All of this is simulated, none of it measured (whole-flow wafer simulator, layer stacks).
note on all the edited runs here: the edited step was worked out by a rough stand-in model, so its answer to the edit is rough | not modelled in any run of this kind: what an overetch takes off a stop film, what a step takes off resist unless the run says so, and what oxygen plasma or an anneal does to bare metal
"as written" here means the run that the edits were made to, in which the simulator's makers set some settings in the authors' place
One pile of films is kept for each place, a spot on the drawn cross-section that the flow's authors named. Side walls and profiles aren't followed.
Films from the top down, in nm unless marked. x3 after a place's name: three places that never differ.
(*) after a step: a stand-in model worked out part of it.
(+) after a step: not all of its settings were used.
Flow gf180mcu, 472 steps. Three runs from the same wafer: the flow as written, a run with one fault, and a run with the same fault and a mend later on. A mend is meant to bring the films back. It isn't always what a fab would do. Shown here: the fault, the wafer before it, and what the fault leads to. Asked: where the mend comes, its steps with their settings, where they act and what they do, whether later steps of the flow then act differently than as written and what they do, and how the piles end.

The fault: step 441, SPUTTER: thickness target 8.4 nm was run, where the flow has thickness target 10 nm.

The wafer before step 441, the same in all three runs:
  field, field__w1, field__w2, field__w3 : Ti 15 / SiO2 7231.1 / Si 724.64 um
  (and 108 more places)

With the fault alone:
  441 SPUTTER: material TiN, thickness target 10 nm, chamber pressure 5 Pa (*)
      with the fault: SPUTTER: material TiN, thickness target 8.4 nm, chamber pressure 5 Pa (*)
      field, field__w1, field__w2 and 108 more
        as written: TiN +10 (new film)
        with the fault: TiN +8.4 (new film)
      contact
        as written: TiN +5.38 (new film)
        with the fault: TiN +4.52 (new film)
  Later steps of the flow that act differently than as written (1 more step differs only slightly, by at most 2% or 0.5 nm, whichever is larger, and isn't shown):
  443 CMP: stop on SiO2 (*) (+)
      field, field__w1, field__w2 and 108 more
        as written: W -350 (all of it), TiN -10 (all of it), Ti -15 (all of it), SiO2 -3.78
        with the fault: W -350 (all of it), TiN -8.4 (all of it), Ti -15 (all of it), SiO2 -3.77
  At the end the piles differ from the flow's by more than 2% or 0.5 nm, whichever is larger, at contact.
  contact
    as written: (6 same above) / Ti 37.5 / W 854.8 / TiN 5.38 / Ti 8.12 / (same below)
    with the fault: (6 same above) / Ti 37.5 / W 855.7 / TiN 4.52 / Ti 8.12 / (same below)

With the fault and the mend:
  The mend comes after step 441.
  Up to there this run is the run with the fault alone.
  441a SPUTTER: material TiN, thickness target 1.6 nm, chamber pressure 5 Pa (*) (the flow's step 441 once more, with other settings)
      field, field__w1, field__w2 and 108 more
        TiN +1.6
      contact
        TiN +0.86
  No later step of the flow acts differently than as written at any place that is followed.
  At the end the piles are the same as the flow's at every place that both follow.
